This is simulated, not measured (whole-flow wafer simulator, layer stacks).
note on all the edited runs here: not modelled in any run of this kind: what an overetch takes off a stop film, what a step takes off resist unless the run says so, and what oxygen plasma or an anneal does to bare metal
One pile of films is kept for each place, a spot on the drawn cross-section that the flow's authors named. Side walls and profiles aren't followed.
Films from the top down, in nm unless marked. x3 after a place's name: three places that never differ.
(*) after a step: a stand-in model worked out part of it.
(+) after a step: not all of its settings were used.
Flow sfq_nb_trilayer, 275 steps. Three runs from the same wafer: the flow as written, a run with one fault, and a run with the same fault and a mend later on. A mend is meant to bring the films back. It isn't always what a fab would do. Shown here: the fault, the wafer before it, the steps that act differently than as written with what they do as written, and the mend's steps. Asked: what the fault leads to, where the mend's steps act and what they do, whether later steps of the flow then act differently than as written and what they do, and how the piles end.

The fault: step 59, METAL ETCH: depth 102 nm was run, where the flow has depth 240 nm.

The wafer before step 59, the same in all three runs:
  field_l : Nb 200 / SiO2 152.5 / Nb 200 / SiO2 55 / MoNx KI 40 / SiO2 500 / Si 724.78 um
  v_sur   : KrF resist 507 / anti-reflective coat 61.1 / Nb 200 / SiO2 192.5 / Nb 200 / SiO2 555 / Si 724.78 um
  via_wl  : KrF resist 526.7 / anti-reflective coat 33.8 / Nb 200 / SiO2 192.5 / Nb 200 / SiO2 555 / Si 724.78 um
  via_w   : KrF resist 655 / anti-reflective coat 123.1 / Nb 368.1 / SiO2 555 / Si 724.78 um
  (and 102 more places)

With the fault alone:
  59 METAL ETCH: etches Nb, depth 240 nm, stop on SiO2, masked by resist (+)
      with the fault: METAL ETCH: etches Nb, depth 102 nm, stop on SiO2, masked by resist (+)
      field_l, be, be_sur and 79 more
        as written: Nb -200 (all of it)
        with the fault: Nb -102
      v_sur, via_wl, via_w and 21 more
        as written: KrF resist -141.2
        with the fault: KrF resist -60
  Later steps of the flow that act differently than as written:
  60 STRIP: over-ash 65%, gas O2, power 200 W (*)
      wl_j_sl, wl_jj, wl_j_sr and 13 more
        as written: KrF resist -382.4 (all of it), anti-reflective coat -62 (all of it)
        with the fault: KrF resist -463.6 (all of it), anti-reflective coat -62 (all of it)
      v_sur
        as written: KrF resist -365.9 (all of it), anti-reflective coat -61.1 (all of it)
        with the fault: KrF resist -447 (all of it), anti-reflective coat -61.1 (all of it)
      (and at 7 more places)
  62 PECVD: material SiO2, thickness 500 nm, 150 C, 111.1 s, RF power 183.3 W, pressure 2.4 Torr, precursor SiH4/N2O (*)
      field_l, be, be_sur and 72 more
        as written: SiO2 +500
        with the fault: SiO2 +500 (new film)
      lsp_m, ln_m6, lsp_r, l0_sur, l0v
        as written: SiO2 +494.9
        with the fault: SiO2 +500 (new film)
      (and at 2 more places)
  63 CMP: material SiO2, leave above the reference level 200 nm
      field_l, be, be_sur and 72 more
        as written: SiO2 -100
        with the fault: SiO2 -198
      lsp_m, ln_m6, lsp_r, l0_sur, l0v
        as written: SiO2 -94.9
        with the fault: SiO2 -198
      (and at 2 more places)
  At the end the piles differ from the flow's by more than 2% or 0.5 nm, whichever is larger, at field_l, be, be_sur and 79 more.
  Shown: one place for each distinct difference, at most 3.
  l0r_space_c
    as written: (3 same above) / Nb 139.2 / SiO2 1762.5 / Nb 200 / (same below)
    with the fault: (3 same above) / Nb 139.2 / SiO2 1472 / Nb 98 / SiO2 192.5 / Nb 200 / (same below)
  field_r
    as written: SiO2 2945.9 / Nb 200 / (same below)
    with the fault: SiO2 2655.4 / Nb 98 / SiO2 192.5 / Nb 200 / (same below)
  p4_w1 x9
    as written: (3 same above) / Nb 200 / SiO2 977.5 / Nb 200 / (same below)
    with the fault: (3 same above) / Nb 200 / SiO2 687 / Nb 98 / SiO2 192.5 / Nb 200 / (same below)

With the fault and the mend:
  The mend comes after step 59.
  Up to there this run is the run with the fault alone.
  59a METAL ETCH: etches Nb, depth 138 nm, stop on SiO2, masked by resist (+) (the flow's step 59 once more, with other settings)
      field_l, be, be_sur and 79 more
        Nb -98 (all of it)
      v_sur, via_wl, via_w and 21 more
        KrF resist -81.2
  No later step of the flow acts differently than as written at any place that is followed.
  At the end the piles are the same as the flow's at every place that both follow.
